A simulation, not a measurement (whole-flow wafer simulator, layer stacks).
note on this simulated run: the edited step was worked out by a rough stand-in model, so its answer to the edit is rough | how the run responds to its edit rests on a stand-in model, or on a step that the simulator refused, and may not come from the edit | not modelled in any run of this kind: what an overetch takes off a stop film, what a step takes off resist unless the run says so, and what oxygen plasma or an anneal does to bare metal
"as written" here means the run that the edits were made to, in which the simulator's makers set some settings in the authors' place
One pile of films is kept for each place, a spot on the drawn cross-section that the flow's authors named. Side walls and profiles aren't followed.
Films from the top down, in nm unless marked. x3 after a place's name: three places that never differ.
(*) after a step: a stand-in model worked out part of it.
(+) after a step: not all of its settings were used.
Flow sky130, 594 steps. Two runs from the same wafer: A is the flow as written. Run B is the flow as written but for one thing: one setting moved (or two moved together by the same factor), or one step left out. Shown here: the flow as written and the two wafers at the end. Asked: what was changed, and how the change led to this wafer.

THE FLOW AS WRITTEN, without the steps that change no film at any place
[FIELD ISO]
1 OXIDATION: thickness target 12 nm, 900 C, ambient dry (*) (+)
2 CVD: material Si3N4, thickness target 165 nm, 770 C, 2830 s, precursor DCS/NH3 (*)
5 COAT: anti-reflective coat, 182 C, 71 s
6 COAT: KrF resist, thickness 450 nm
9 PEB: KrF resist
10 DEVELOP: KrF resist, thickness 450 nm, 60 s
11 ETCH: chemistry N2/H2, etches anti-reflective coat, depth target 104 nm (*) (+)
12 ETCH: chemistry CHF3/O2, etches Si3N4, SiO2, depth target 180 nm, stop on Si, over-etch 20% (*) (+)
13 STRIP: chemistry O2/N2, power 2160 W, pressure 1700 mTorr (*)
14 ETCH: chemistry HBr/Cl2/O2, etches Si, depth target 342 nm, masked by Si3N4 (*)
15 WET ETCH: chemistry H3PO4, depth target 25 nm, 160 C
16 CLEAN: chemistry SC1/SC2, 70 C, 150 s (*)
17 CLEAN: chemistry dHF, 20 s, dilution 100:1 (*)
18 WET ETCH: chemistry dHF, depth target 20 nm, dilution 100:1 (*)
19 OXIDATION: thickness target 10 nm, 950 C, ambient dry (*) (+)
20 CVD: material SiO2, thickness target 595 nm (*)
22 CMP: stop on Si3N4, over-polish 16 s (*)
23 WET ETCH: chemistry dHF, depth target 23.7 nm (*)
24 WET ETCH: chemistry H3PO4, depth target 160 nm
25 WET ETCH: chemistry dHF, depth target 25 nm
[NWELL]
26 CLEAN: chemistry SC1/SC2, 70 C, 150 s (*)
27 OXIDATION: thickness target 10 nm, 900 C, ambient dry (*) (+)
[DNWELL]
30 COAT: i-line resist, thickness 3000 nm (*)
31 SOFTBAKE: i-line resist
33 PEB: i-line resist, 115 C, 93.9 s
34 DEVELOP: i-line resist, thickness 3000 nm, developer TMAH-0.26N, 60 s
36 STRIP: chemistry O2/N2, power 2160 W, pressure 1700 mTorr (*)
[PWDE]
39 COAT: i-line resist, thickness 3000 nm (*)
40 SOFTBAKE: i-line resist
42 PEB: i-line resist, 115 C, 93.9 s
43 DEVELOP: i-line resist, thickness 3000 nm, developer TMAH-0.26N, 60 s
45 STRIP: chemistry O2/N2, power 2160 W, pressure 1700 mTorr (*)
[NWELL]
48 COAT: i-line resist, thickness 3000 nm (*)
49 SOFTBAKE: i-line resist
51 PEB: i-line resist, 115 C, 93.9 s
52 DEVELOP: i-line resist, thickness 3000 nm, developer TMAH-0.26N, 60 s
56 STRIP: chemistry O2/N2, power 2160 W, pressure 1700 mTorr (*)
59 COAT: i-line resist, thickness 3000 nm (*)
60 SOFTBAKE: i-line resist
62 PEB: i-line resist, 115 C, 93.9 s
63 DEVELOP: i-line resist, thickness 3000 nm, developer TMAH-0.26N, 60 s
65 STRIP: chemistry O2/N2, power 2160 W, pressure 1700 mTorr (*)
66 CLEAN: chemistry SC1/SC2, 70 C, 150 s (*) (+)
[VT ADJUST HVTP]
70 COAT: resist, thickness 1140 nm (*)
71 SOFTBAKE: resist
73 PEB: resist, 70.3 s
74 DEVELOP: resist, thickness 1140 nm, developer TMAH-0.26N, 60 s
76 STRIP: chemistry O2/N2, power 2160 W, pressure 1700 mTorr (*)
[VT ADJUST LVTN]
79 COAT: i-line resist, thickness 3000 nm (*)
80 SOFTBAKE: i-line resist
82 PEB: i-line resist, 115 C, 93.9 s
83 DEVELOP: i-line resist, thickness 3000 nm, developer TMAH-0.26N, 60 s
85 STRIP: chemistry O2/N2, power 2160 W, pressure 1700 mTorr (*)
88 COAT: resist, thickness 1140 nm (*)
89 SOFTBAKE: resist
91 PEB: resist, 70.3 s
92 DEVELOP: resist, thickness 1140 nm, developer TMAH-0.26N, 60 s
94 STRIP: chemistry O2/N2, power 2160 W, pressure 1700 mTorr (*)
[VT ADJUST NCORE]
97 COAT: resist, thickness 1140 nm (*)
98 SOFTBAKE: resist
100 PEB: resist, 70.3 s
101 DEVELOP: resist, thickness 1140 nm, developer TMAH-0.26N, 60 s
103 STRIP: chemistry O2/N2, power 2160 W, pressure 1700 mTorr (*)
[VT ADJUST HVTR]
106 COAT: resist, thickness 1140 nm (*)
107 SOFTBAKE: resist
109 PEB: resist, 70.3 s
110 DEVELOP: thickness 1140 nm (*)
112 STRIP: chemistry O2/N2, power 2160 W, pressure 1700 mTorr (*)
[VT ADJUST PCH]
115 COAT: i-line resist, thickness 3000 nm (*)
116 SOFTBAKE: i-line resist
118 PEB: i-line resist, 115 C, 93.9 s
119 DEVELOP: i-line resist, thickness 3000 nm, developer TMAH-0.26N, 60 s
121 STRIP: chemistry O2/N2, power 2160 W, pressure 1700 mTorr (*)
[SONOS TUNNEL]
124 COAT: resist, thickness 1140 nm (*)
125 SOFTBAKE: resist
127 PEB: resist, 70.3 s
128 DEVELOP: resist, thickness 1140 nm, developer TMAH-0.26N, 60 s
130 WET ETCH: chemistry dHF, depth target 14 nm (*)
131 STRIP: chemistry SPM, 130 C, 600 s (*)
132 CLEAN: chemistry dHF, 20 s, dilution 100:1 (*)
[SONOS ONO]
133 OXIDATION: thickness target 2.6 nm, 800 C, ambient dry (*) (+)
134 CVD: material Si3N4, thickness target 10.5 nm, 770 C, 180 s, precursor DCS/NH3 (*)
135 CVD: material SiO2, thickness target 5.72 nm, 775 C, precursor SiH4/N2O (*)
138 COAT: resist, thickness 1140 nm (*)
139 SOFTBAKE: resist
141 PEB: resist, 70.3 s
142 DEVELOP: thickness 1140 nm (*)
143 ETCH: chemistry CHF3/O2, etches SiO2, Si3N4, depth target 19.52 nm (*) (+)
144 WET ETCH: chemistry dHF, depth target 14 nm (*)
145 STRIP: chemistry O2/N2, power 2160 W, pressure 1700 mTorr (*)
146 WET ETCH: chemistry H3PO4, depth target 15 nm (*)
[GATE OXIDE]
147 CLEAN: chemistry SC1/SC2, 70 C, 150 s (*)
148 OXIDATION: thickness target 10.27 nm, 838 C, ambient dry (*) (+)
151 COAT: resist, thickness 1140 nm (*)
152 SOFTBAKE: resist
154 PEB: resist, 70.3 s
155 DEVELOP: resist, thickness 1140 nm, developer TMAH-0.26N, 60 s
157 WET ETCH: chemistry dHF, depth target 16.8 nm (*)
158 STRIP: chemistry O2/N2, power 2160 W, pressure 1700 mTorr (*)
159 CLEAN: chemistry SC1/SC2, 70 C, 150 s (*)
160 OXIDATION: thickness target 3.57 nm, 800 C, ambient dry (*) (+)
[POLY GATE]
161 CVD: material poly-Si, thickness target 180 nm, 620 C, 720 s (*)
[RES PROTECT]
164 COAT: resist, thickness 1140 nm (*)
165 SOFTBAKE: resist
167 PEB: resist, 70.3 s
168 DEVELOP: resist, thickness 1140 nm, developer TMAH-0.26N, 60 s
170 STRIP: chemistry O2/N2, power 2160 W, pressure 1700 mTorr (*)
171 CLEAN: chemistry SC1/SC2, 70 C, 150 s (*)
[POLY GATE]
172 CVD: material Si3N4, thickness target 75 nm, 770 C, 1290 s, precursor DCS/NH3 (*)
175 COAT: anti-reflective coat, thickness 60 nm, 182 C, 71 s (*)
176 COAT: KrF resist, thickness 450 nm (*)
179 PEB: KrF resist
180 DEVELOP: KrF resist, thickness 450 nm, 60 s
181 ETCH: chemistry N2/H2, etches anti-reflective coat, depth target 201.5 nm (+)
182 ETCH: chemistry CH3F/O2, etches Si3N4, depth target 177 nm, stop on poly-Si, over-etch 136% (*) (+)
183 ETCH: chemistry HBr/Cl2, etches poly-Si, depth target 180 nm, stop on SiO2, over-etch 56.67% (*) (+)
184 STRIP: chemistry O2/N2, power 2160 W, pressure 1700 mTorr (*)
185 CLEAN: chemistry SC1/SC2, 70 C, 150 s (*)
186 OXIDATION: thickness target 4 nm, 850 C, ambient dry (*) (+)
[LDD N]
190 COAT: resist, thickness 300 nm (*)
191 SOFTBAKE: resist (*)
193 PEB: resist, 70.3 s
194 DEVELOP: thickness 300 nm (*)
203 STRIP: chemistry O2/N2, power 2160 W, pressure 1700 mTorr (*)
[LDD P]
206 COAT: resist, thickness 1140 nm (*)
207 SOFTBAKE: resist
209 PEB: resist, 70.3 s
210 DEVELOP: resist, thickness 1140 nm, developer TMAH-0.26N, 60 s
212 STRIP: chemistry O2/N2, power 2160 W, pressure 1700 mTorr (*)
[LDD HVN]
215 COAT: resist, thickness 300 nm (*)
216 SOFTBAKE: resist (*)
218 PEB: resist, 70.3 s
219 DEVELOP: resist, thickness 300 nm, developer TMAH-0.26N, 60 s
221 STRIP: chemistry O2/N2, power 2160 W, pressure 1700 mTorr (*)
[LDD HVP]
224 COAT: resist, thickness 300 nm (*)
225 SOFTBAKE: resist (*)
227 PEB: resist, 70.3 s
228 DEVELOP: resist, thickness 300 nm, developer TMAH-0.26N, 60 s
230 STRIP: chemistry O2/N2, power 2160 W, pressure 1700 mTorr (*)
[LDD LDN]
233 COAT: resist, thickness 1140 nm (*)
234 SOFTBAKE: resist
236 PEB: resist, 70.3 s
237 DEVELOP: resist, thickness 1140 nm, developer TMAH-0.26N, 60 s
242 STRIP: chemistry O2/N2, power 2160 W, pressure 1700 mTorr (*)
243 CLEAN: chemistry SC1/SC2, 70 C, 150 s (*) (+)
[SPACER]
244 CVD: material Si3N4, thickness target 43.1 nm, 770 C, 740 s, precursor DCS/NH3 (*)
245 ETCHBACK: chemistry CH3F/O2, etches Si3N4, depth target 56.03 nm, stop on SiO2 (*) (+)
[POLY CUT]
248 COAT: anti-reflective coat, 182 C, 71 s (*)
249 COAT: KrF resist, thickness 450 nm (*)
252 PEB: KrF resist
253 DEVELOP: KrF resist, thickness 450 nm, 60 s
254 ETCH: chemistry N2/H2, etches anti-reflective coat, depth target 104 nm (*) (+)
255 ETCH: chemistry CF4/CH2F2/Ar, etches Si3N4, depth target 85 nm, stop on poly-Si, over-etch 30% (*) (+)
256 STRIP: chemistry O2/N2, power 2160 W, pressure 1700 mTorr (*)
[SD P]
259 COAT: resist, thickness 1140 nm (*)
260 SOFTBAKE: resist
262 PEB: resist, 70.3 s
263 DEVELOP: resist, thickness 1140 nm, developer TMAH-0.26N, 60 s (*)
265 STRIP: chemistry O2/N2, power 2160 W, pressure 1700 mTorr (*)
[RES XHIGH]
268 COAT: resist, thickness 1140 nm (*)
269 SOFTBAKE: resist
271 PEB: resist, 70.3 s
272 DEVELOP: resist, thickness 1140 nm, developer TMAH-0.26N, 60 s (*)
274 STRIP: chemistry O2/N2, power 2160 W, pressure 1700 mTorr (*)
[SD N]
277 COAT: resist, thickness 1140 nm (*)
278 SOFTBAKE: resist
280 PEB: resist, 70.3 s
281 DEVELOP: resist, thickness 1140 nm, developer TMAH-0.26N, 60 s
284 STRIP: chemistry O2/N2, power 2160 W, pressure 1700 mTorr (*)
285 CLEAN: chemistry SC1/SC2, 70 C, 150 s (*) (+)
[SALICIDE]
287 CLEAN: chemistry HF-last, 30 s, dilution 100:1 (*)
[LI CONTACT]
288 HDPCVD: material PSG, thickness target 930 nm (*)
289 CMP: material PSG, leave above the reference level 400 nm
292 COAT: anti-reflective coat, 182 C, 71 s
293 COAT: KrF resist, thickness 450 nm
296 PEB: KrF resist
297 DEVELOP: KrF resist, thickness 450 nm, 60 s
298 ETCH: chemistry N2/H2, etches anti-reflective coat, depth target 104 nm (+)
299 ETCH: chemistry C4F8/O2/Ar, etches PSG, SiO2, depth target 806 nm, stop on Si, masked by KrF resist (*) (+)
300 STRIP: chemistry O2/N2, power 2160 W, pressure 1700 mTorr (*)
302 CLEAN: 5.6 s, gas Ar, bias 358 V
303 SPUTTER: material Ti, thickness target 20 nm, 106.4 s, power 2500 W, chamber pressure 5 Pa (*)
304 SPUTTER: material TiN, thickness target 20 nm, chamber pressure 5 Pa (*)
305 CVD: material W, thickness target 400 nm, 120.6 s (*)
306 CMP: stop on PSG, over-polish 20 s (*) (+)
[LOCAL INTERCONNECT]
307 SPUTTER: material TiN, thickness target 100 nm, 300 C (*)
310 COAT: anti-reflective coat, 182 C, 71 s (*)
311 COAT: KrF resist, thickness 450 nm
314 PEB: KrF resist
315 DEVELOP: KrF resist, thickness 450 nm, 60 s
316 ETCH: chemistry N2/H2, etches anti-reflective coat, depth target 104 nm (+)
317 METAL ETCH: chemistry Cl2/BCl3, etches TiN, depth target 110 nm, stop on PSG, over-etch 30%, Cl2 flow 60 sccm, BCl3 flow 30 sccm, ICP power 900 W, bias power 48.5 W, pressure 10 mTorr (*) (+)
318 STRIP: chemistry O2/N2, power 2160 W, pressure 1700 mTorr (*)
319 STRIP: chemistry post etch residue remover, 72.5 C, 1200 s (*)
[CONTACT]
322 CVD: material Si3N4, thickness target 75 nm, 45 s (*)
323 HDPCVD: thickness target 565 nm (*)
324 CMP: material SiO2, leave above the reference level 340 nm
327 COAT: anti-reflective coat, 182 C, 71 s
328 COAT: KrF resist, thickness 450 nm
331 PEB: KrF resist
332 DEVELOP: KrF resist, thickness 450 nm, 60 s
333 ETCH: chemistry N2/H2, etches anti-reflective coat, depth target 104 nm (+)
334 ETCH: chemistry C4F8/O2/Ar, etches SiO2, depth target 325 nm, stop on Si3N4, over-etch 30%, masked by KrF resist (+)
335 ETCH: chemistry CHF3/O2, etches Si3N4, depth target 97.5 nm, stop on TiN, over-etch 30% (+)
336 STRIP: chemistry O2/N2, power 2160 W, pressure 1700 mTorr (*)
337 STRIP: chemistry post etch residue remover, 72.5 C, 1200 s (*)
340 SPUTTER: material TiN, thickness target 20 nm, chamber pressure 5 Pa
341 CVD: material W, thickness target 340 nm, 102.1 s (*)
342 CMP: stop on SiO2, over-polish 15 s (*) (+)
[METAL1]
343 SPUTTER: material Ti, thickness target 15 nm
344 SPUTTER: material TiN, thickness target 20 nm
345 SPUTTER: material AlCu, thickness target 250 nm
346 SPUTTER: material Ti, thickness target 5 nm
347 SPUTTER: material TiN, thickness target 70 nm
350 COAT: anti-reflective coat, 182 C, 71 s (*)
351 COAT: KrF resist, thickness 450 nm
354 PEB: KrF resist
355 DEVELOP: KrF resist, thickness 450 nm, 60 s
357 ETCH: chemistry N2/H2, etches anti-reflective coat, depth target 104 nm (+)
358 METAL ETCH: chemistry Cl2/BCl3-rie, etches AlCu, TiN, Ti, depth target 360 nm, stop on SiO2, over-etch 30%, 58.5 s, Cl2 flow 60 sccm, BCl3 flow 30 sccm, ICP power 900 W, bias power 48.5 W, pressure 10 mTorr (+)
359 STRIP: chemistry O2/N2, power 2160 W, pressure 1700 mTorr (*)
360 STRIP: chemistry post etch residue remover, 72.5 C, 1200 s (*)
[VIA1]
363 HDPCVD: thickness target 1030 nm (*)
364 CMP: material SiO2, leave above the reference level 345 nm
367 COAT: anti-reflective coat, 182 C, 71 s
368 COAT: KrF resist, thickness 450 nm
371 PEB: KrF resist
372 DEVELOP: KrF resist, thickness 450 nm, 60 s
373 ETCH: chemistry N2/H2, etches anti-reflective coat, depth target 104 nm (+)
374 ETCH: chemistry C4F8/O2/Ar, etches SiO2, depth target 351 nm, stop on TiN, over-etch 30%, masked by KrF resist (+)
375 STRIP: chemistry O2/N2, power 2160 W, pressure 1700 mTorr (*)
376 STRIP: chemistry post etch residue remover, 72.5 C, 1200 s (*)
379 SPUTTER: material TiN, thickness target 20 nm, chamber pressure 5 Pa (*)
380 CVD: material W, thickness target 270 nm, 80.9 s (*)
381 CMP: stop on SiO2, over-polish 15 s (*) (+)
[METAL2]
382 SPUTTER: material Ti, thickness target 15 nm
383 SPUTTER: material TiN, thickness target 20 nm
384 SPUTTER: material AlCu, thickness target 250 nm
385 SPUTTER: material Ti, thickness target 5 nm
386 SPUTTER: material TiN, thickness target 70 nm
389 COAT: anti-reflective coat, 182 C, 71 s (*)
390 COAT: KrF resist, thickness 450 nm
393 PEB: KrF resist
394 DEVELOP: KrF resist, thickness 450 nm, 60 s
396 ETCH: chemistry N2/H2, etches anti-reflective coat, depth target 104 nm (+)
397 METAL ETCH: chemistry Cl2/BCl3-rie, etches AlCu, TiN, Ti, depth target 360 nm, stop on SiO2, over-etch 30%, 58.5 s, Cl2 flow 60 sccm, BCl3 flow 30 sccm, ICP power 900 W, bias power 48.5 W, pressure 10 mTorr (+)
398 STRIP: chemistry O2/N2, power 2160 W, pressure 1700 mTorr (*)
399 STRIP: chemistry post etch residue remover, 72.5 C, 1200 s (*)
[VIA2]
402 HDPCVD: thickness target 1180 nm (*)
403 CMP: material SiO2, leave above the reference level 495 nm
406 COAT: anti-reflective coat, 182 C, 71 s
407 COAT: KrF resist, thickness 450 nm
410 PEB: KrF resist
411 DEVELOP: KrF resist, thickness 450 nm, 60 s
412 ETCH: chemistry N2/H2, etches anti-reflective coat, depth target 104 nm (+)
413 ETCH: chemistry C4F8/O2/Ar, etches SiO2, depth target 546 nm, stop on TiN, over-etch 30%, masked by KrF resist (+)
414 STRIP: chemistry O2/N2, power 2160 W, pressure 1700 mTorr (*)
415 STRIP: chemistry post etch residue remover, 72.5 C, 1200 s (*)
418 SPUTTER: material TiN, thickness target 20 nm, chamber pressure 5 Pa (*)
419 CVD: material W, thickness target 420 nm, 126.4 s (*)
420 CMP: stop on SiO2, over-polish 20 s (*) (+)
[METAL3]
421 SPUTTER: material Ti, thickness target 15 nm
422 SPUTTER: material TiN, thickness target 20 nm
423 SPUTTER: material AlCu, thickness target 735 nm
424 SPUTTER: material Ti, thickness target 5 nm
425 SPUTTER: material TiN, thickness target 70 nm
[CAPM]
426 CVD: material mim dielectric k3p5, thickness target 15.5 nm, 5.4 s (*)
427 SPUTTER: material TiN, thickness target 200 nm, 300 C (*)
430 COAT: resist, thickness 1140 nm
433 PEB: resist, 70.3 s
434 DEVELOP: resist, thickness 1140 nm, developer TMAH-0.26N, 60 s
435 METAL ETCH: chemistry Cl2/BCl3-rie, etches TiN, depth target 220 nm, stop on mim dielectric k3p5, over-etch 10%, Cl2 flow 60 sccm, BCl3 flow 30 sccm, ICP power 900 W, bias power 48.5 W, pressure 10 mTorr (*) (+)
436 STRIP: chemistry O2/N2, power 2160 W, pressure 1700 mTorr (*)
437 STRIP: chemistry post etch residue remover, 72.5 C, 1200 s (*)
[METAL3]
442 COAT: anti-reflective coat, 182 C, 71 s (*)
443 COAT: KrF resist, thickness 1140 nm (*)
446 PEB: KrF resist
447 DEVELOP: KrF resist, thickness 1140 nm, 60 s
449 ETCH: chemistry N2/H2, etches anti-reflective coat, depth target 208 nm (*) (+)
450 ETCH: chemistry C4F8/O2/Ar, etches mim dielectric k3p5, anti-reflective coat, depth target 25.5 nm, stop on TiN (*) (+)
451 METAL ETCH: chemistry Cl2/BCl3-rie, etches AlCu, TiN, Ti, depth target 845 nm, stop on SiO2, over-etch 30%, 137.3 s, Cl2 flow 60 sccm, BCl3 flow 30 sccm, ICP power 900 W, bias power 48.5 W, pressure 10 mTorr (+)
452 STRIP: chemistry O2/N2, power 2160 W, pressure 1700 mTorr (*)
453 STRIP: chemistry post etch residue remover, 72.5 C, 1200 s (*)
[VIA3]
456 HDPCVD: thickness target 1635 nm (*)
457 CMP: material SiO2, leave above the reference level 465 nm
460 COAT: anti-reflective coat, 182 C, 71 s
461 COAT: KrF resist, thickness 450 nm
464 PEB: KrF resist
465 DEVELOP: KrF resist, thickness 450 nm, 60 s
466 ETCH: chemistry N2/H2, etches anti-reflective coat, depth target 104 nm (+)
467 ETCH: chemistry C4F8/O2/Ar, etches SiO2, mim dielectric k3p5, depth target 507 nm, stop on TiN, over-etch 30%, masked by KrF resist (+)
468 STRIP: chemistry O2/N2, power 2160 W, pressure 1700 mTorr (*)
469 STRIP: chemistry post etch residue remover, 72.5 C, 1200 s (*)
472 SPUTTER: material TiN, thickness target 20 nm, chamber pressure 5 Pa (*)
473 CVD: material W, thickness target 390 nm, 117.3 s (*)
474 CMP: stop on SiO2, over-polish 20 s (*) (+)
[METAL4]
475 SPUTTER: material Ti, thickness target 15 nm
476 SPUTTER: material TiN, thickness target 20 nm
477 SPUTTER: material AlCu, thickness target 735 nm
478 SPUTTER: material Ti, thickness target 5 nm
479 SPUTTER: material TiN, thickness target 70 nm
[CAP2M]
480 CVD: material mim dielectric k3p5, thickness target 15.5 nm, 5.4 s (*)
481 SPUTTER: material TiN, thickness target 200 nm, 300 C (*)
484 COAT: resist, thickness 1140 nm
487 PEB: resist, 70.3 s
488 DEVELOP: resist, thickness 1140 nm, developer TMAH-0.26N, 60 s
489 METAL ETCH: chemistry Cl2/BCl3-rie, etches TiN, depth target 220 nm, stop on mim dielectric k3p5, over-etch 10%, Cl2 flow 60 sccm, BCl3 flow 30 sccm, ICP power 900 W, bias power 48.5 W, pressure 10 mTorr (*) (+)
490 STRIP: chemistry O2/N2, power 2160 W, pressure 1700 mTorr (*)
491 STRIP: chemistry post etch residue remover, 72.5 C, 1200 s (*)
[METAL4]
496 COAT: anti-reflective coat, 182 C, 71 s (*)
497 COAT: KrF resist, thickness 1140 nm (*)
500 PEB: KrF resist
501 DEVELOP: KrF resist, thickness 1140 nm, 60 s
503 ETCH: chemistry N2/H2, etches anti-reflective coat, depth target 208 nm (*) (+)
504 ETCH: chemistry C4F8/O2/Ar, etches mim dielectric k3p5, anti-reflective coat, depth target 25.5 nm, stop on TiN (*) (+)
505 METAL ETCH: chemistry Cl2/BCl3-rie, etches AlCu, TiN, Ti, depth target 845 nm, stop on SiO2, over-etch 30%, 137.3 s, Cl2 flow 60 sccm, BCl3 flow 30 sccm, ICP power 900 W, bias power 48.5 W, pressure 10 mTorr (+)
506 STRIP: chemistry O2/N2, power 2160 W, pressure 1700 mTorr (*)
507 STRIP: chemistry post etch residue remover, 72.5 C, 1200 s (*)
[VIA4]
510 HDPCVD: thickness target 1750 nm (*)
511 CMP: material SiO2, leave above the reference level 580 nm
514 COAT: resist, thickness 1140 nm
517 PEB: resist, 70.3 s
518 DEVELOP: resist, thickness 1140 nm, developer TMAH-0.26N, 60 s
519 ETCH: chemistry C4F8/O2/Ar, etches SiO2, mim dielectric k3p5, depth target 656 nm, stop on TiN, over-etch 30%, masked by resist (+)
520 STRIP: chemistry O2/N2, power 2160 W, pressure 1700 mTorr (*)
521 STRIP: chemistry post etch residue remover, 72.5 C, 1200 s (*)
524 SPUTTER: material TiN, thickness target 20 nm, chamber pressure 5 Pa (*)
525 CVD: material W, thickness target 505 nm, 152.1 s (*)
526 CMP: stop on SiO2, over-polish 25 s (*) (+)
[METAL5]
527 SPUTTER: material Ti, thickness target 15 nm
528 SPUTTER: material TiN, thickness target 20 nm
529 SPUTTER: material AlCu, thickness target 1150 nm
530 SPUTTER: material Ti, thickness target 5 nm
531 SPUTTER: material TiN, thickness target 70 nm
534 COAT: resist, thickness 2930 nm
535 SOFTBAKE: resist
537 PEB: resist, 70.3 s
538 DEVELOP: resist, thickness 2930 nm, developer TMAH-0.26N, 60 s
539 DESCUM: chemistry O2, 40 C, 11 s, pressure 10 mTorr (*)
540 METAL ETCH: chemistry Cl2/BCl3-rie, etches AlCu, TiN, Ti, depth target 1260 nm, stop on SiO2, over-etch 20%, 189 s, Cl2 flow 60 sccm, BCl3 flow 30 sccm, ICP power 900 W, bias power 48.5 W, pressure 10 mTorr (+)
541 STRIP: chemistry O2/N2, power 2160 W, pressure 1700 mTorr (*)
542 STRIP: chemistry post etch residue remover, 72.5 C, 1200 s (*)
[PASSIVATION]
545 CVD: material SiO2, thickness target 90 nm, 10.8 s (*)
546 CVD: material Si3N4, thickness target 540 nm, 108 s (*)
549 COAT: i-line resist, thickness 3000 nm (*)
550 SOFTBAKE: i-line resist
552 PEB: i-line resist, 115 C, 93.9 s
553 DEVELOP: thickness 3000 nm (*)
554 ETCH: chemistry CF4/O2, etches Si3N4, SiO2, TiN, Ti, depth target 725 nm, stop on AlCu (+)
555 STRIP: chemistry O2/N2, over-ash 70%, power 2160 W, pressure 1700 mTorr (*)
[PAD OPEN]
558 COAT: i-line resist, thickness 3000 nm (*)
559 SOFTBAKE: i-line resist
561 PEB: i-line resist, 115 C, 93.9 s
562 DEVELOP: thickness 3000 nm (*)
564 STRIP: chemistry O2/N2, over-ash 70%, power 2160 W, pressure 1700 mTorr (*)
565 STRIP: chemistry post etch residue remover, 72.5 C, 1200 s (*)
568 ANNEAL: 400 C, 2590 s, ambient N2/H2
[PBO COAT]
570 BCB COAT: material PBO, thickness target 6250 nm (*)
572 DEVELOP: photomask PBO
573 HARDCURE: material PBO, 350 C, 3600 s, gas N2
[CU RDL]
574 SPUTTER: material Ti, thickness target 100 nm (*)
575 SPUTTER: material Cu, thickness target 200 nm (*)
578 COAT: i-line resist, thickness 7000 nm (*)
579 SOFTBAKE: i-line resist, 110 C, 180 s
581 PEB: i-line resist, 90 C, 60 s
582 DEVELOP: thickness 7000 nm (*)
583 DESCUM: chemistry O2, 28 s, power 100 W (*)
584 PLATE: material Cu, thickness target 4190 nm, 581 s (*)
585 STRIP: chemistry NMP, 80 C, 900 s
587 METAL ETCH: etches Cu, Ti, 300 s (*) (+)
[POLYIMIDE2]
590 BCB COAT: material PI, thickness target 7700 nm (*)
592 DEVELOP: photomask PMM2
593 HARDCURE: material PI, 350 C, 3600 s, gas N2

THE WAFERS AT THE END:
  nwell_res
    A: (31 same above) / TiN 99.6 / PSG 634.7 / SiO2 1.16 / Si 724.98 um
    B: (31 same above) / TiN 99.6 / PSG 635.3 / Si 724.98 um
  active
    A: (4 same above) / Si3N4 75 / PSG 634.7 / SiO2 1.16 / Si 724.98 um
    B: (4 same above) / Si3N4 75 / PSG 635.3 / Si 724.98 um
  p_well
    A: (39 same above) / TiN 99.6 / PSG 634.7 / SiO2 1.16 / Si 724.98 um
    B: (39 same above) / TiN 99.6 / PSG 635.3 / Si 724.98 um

The cause: step 186, OXIDATION: 744 C was run, where the flow has 850 C.

How the change led to this, step by step:
  186 OXIDATION: thickness target 4 nm, 850 C, ambient dry (*) (+)
      active, p_well, spacer and 26 more: A SiO2 +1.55, Si -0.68 | B SiO2 +0.23, Si -0.1
      pwell_dnw, sd_hvn, dext_ntap_nw and 17 more: A SiO2 +0.94, Si -0.41 | B SiO2 +0.21, Si -0.09
      (and at 1 more place)
  248 COAT: anti-reflective coat, 182 C, 71 s (*)
      gate_p_g5v0: A anti-reflective coat +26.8 (new film) | B anti-reflective coat +26.2 (new film)
  256 STRIP: chemistry O2/N2, power 2160 W, pressure 1700 mTorr (*)
      gate_p_g5v0: A KrF resist -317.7 (all of it), anti-reflective coat -26.8 (all of it) | B KrF resist -318.1 (all of it), anti-reflective coat -26.2 (all of it)
  287 CLEAN: chemistry HF-last, 30 s, dilution 100:1 (*)
      active, p_well, sd_n and 19 more: A SiO2 -1.31 | B SiO2 -1.14 (all of it)
      ndiff_dn: A SiO2 -1.31 | B SiO2 -1.36 (all of it)
  299 ETCH: chemistry C4F8/O2/Ar, etches PSG, SiO2, depth target 806 nm, stop on Si, masked by KrF resist (*) (+)
      contact, ndiff_licon, ndiff_licon_cpp: A PSG -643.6 (all of it), SiO2 -1.16 (all of it) | B PSG -644.1 (all of it)
